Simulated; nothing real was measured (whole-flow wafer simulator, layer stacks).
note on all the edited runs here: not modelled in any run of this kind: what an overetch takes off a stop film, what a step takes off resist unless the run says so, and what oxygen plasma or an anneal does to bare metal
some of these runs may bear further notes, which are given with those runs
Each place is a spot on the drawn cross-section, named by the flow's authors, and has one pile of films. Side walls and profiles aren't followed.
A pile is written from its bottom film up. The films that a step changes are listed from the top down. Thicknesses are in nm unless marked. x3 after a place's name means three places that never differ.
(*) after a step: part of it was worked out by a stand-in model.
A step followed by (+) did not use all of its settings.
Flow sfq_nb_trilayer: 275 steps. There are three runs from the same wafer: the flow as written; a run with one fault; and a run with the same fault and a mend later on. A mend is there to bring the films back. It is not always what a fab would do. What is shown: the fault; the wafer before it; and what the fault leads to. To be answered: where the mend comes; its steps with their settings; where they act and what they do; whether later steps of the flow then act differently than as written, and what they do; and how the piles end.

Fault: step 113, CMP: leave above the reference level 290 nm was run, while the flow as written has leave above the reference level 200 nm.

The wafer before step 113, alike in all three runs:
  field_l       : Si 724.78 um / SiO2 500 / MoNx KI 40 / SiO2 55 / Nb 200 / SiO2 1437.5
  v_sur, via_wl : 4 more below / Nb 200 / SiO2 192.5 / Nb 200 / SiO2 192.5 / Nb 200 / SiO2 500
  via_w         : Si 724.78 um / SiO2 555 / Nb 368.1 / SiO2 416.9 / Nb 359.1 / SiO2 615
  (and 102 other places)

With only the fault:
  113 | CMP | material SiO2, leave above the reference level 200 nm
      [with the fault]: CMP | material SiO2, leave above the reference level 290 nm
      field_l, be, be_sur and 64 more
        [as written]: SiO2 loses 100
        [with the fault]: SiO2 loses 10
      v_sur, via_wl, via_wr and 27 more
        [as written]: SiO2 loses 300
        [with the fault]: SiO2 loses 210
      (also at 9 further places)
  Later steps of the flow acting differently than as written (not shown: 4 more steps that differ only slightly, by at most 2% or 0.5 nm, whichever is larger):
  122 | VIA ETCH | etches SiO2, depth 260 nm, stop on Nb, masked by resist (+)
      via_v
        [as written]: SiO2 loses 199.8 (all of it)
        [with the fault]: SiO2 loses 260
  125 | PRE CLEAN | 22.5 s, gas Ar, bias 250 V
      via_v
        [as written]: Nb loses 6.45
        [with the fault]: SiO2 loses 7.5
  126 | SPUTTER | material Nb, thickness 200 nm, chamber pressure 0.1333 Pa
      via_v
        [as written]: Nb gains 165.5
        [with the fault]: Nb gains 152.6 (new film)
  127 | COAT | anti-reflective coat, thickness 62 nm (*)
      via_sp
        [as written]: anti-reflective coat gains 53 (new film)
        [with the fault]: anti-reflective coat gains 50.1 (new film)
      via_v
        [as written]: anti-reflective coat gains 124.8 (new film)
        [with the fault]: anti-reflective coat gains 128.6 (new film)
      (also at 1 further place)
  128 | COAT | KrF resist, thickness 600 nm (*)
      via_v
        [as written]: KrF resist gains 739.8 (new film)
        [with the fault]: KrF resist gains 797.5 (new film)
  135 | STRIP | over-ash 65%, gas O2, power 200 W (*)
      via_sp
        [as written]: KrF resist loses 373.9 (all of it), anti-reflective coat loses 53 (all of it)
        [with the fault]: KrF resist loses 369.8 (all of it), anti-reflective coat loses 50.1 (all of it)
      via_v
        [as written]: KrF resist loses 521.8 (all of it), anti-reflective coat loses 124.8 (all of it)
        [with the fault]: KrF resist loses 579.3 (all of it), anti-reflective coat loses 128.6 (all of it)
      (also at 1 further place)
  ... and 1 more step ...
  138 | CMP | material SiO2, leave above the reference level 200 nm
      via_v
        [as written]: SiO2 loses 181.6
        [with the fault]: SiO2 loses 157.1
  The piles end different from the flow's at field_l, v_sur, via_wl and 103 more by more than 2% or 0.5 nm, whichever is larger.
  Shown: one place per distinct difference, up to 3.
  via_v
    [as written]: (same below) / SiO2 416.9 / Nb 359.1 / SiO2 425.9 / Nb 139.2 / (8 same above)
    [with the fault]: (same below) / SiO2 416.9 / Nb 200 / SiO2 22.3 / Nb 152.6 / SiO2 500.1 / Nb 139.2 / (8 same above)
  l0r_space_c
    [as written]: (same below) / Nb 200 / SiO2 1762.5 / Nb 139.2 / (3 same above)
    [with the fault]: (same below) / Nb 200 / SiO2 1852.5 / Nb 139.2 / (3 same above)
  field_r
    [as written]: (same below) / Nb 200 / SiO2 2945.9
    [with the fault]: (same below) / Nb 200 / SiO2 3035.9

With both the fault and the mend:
  The mend follows step 120.
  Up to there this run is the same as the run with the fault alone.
  120a | STRIP | over-ash 65%, gas O2, power 200 W (*)
      field_l, v_sur, via_wl and 102 more
        KrF resist loses 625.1 (all of it), anti-reflective coat loses 62 (all of it)
      via_v
        anti-reflective coat loses 62 (all of it)
  120b | CMP | material SiO2, leave above the reference level 200 nm (the flow's step 113, run once more)
      field_l, v_sur, via_wl and 103 more
        SiO2 loses 90
  120c | COAT | anti-reflective coat, thickness 62 nm (the flow's step 115, run once more)
      field_l, v_sur, via_wl and 103 more
        anti-reflective coat gains 62 (new film)
  120d | COAT | KrF resist, thickness 650 nm (the flow's step 116, run once more)
      field_l, v_sur, via_wl and 103 more
        KrF resist gains 650 (new film)
  120e | SOFTBAKE | KrF resist (the flow's step 117, run once more)
      alters no film at any place that is followed
  120f | EXPOSE | photomask I3, dose 11.91 mJ/cm2, NA 0.6, wavelength 248 nm (*) (the flow's step 118, run once more)
      alters no film at any place that is followed
  120g | PEB | KrF resist, 90 s (the flow's step 119, run once more)
      field_l, v_sur, via_wl and 103 more
        KrF resist loses 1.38
  120h | DEVELOP | KrF resist, thickness 650 nm, 60 s (the flow's step 120, run once more)
      field_l, v_sur, via_wl and 102 more
        KrF resist loses 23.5
      via_v
        KrF resist loses 648.6 (all of it)
  Later steps of the flow that are run all act as written at every place that is followed.
  The piles end the same as the flow's at every place that both follow.
